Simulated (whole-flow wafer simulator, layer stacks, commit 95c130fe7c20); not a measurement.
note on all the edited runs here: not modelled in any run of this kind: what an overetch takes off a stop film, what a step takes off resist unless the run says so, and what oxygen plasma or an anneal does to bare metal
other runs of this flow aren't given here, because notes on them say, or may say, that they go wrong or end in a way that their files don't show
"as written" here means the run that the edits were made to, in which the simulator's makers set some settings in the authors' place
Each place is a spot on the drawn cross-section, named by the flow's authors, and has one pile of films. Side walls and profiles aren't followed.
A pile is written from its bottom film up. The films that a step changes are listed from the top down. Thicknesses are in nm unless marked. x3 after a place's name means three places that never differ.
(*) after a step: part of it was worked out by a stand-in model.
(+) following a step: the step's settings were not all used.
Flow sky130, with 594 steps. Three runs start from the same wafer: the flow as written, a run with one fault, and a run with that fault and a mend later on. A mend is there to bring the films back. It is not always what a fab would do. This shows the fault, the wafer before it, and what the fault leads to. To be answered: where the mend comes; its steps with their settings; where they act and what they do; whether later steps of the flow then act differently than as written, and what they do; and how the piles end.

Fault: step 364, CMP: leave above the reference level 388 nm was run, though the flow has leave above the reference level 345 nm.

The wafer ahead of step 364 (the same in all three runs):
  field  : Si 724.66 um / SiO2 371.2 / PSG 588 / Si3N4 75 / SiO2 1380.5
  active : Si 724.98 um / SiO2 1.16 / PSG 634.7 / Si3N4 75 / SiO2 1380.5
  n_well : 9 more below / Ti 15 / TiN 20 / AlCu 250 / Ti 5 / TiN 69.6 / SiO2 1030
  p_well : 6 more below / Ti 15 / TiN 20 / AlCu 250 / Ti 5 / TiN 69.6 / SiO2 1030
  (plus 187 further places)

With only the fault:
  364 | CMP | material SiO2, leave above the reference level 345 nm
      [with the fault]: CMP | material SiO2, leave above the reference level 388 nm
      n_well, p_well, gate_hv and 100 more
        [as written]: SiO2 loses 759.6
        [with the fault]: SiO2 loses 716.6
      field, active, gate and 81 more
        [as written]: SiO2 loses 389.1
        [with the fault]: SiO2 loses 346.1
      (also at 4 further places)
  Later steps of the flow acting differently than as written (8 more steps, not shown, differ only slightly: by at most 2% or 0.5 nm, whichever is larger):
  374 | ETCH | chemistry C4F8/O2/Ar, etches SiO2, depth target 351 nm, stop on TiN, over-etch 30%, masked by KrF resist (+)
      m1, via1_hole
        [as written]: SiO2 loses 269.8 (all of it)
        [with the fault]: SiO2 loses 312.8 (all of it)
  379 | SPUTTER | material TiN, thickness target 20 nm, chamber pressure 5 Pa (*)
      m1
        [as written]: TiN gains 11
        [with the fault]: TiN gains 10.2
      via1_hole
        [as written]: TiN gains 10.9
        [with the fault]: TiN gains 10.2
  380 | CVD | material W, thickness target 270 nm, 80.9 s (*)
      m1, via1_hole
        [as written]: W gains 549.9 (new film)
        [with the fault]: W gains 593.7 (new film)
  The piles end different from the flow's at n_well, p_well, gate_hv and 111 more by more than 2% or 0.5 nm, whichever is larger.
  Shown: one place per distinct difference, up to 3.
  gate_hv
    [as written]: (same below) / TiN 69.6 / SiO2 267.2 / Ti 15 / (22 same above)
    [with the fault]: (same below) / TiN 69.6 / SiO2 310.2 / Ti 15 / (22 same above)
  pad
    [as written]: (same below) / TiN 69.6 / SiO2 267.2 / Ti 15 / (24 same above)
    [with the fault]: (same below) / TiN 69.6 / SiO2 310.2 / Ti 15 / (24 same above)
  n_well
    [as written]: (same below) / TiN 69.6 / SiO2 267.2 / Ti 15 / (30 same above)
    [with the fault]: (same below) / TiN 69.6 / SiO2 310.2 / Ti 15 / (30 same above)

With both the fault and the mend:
  The mend follows step 364.
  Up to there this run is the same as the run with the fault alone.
  364a | CMP | material SiO2, leave above the reference level 345 nm (the flow's step 364 again)
      field, active, n_well and 188 more
        SiO2 loses 43
  Later steps of the flow that are run all act as written at every place that is followed.
  By the end, the piles equal the flow's at every place that both follow.
